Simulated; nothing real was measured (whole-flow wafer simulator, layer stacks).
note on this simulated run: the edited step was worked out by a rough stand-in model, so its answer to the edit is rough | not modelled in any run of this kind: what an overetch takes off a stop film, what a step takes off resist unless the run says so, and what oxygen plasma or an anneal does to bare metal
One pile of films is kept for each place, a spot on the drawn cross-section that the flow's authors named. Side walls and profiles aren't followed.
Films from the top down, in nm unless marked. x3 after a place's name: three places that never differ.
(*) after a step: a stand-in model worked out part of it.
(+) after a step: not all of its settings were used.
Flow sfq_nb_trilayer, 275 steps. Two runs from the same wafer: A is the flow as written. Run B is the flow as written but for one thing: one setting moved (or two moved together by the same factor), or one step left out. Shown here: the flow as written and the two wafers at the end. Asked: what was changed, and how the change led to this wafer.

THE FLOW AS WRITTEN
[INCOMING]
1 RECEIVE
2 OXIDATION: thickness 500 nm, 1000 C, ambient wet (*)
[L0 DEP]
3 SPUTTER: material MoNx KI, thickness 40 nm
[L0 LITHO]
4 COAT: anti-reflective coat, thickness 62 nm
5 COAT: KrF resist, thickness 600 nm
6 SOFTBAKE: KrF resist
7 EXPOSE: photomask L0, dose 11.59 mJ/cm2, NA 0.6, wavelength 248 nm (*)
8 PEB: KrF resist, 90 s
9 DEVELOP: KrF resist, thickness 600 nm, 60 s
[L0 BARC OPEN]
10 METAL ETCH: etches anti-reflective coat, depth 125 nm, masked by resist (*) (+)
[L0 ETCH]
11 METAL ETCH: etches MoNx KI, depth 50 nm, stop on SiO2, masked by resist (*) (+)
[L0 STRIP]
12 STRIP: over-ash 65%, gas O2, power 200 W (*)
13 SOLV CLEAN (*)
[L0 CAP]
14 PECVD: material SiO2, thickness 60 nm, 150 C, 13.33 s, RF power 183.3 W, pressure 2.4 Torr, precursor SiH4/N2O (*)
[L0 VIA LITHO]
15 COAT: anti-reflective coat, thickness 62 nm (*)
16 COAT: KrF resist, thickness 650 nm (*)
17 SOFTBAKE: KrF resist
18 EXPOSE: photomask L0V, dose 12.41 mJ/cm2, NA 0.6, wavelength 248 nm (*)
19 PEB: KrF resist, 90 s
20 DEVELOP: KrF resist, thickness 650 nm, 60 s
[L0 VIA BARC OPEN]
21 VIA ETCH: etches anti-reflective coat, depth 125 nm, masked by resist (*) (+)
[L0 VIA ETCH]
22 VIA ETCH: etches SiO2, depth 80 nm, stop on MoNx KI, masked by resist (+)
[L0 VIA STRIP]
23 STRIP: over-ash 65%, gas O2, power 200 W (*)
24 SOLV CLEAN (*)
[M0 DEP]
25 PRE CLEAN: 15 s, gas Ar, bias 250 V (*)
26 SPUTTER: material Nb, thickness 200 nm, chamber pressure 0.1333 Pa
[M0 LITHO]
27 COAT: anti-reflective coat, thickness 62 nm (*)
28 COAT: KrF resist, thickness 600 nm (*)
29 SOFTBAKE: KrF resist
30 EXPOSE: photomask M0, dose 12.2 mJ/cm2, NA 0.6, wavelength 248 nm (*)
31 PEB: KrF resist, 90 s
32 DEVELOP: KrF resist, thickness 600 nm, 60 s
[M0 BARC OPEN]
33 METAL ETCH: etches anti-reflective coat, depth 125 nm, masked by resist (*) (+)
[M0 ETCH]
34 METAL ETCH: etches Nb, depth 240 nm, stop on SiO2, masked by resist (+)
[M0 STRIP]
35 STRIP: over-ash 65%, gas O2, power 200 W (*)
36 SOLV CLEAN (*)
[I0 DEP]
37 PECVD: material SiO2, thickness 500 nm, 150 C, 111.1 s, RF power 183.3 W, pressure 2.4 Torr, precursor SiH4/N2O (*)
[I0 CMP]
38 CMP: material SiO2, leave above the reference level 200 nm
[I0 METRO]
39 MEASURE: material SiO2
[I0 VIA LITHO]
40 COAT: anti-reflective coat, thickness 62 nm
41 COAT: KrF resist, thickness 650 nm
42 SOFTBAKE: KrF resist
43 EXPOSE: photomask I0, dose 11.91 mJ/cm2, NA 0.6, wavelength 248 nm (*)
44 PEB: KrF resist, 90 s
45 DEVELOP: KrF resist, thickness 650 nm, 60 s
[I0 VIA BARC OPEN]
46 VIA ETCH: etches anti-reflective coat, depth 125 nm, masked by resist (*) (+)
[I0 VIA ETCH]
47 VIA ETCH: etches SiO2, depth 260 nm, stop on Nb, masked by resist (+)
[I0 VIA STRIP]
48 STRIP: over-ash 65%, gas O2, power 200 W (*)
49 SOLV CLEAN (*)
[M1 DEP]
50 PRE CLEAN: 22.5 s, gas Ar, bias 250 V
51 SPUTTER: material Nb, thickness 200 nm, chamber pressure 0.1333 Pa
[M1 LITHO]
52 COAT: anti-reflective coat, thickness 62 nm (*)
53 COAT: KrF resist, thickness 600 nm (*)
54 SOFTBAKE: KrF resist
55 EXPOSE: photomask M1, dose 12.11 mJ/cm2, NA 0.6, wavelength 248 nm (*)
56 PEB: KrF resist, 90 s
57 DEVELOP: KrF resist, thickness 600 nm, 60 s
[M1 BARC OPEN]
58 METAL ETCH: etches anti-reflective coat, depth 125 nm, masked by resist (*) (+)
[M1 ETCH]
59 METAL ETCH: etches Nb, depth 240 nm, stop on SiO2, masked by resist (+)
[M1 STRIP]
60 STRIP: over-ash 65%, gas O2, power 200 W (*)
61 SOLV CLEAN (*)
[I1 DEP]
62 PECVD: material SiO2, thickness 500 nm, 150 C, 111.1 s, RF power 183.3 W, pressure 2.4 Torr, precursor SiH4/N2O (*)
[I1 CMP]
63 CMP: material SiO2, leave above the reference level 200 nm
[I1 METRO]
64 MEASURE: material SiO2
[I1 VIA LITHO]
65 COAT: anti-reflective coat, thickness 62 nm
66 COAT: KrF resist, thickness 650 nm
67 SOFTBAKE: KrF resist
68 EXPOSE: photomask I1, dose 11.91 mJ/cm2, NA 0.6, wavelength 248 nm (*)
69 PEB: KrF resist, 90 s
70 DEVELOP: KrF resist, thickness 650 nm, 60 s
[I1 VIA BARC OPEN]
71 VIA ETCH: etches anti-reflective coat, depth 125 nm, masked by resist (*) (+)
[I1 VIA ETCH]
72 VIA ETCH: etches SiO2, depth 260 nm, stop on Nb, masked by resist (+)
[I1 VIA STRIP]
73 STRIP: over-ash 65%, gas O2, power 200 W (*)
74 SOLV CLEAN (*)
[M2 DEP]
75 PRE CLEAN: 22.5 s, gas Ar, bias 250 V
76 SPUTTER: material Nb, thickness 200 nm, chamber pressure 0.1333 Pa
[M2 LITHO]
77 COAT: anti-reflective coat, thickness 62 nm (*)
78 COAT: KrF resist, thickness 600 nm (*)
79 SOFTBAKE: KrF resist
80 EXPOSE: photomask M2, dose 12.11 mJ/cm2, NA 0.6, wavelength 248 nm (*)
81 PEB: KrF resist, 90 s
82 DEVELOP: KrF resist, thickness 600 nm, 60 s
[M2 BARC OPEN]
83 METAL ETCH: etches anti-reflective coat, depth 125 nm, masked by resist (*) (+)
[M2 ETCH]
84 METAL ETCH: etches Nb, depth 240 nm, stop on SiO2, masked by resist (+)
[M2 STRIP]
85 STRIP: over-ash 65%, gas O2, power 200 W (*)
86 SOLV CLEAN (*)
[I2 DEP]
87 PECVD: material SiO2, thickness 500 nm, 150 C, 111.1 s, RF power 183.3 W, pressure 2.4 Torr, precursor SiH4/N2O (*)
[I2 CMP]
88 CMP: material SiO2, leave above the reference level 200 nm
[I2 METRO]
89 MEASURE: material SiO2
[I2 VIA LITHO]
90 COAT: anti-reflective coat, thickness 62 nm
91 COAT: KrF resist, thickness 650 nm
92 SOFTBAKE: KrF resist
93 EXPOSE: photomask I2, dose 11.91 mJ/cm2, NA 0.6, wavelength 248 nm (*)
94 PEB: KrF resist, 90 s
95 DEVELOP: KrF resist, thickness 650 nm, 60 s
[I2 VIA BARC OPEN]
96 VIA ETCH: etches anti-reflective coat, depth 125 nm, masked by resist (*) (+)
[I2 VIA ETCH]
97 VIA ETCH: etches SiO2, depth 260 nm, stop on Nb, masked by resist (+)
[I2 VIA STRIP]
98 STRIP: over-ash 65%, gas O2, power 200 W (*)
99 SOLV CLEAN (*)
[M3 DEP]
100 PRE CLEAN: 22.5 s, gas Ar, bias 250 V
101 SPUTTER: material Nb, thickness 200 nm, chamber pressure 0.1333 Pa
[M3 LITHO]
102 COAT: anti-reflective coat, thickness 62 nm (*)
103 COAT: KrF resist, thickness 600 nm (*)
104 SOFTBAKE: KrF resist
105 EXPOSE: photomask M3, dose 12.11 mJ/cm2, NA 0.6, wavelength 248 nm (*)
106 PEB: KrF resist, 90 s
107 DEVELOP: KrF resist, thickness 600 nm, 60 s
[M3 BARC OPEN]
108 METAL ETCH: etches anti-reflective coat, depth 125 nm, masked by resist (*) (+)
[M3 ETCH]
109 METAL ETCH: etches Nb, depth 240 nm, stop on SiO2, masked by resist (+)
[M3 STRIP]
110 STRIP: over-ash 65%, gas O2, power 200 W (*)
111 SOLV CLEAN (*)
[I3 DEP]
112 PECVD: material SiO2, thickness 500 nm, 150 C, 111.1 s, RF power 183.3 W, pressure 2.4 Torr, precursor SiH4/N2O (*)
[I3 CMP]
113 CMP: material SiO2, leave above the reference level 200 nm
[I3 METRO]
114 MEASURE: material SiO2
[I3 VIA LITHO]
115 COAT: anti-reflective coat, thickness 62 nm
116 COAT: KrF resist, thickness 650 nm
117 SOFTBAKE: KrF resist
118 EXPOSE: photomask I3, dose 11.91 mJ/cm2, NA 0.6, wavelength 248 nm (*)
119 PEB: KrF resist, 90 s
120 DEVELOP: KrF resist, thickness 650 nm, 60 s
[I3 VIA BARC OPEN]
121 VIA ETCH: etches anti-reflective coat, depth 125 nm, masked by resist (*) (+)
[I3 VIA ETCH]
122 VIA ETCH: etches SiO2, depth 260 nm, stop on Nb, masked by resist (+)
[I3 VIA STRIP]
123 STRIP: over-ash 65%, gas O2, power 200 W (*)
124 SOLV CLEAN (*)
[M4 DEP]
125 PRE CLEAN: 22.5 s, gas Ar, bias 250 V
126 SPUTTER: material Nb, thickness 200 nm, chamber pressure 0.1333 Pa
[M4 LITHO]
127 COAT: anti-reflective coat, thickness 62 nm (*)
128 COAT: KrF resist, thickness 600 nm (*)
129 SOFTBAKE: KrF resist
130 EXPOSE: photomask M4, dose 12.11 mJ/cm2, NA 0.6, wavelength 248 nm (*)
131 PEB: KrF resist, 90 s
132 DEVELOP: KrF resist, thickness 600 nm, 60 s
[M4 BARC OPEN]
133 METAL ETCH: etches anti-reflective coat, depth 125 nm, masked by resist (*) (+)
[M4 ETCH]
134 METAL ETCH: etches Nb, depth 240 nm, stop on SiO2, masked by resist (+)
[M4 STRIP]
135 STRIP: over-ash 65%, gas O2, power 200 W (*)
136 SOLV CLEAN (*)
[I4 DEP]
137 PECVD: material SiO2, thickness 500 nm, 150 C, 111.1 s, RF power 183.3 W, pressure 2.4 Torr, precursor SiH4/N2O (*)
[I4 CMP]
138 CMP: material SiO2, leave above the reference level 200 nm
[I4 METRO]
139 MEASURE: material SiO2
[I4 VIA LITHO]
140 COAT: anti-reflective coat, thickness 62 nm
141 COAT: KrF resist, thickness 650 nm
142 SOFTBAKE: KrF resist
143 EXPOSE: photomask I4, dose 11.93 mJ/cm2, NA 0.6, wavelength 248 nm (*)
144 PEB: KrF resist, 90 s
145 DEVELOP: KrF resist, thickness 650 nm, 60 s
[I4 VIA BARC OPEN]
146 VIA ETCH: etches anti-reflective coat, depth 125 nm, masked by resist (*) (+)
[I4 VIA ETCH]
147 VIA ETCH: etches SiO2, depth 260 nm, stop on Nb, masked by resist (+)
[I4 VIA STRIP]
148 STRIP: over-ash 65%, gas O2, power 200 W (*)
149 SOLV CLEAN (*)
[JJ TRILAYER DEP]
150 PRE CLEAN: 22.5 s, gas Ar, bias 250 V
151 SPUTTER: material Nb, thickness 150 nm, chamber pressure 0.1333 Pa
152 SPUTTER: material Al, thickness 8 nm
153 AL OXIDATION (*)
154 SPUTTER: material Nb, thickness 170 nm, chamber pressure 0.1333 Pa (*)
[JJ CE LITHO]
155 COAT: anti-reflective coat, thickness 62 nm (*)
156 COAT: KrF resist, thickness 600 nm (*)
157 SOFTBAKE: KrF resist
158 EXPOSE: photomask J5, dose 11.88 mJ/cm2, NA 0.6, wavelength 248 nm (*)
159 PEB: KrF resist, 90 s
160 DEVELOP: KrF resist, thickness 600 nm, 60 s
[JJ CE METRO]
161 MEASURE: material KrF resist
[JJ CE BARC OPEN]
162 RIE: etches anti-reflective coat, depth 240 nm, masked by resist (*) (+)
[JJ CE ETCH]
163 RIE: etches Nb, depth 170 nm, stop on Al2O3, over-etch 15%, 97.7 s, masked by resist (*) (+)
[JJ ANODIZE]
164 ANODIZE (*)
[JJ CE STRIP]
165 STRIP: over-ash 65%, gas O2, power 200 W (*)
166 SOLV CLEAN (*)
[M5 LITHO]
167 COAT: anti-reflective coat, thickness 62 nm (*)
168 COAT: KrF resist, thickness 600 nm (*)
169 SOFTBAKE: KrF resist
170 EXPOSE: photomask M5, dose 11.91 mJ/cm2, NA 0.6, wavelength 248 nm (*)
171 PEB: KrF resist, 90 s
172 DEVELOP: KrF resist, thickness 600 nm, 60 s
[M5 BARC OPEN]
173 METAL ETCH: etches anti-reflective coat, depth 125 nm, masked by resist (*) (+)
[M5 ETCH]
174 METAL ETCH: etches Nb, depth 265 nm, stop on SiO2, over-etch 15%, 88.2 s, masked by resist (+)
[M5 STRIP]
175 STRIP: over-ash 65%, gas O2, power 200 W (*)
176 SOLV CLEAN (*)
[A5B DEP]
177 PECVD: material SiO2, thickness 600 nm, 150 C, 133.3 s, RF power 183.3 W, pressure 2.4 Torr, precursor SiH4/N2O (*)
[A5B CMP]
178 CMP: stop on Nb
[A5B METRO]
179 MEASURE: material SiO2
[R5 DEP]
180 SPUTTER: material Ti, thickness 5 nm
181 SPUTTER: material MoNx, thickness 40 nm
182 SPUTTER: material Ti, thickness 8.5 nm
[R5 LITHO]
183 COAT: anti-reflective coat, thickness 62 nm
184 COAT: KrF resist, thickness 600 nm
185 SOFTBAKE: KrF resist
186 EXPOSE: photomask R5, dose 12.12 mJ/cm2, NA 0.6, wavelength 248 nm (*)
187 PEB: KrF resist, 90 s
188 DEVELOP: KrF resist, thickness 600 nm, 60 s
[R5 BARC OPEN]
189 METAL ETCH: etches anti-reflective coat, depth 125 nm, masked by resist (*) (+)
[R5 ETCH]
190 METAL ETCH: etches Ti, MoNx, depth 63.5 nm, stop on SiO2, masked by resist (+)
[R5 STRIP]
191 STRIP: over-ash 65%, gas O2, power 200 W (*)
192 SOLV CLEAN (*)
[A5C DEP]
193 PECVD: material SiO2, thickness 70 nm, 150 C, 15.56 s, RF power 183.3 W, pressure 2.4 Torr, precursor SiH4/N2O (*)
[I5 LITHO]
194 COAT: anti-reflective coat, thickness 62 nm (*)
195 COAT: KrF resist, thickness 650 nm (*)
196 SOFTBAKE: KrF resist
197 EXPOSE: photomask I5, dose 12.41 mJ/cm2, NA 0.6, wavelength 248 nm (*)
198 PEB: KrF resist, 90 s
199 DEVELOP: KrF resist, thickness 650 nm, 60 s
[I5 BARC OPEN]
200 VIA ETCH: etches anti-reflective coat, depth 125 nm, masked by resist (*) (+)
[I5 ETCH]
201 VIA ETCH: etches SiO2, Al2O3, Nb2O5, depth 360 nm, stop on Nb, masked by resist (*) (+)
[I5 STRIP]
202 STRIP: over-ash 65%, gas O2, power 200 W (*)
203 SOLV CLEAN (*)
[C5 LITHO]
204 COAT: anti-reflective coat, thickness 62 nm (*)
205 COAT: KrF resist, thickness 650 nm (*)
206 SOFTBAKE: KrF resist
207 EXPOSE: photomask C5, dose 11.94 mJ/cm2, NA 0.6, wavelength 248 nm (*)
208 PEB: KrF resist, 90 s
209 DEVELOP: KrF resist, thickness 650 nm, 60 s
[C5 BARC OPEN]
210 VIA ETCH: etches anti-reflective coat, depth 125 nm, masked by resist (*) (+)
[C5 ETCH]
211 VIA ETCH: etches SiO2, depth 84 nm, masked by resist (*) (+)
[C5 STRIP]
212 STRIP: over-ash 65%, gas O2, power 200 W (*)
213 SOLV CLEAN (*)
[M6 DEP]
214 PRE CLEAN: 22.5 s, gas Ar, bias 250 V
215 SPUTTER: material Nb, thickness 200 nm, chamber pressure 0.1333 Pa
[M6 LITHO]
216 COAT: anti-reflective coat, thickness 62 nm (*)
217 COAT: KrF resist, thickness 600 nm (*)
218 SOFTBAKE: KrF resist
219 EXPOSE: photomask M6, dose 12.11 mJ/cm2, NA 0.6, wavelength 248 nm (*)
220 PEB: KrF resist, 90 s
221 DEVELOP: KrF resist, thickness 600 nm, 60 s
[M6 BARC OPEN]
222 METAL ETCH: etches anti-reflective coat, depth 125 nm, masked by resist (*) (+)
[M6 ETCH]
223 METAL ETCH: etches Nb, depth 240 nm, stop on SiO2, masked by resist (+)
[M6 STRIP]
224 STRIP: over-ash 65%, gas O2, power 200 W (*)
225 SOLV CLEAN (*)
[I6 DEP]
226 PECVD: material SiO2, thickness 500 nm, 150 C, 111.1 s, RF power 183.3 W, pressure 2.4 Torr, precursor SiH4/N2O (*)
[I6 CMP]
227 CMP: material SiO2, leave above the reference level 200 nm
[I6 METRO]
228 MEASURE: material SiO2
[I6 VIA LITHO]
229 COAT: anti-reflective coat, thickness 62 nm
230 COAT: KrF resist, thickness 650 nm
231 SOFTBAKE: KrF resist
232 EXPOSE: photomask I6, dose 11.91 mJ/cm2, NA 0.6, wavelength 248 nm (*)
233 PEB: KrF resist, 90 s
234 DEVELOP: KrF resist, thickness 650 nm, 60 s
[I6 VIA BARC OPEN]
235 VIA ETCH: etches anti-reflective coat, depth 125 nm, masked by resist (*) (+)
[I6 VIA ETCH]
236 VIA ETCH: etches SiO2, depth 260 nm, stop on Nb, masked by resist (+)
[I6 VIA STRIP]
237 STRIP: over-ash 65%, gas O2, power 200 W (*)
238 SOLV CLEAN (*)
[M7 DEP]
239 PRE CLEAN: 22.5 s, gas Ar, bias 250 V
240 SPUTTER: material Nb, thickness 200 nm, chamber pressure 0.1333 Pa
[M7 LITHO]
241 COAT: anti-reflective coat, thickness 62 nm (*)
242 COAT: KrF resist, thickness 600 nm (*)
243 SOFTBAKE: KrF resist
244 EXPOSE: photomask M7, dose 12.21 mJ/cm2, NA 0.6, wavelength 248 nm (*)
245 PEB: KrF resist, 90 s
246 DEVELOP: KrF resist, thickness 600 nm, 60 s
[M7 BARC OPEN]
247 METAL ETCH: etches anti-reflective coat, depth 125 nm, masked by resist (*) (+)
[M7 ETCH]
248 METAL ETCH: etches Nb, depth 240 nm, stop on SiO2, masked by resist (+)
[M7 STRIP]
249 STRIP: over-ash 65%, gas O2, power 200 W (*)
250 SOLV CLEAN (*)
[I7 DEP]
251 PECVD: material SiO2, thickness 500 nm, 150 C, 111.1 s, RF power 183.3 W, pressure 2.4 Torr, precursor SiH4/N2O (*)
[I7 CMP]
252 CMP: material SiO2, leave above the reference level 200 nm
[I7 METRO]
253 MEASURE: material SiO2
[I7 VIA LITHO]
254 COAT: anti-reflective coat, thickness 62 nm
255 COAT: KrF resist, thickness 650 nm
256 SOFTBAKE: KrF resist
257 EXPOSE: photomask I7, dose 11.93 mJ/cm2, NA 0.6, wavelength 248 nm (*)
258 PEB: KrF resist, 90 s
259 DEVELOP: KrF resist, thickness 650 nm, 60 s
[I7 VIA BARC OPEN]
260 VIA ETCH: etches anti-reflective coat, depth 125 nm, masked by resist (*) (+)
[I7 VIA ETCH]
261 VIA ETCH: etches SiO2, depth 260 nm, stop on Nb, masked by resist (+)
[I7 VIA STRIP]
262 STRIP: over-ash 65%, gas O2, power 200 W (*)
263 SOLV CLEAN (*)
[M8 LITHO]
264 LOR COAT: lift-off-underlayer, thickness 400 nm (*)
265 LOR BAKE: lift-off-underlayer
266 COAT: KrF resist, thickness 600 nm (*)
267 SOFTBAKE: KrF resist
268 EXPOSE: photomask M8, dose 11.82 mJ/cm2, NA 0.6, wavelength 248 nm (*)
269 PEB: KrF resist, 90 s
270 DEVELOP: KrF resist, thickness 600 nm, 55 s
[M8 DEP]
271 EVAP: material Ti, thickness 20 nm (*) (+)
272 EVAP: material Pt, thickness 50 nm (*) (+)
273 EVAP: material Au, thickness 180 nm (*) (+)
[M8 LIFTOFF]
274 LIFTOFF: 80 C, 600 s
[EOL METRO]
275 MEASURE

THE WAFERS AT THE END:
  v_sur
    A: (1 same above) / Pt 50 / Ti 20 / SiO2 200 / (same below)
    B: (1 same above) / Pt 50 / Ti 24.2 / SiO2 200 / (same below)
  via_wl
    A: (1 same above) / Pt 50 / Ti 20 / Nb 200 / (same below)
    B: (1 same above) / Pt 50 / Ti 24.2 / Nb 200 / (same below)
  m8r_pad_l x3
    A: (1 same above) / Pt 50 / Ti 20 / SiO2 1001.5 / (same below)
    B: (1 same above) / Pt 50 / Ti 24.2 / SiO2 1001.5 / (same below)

The cause: step 271, EVAP: thickness 24.2 nm was run, where the flow has thickness 20 nm.
It can be read off the wafer: v_sur has Ti 24.2, and step 271 as written asks for 20 nm.

How the change led to this, step by step:
  271 EVAP: material Ti, thickness 20 nm (*) (+)
      field_l, v_sur, via_wl and 103 more: A Ti +20 (new film) | B Ti +24.2 (new film)
  274 LIFTOFF: 80 C, 600 s
      p4_fl x3, p4_w1 x9, p4_g1 x2 and 60 more: A Au -180 (all of it), Pt -50 (all of it), Ti -20 (all of it), KrF resist -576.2 (all of it), lift-off-underlayer -400 (all of it) | B Au -180 (all of it), Pt -50 (all of it), Ti -24.2 (all of it), KrF resist -576.2 (all of it), lift-off-underlayer -400 (all of it)
      c5j, ce_r: A Au -180 (all of it), Pt -50 (all of it), Ti -20 (all of it), KrF resist -573.3 (all of it), lift-off-underlayer -399.3 (all of it) | B Au -180 (all of it), Pt -50 (all of it), Ti -24.2 (all of it), KrF resist -573.3 (all of it), lift-off-underlayer -399.3 (all of it)
      (and at 19 more places)
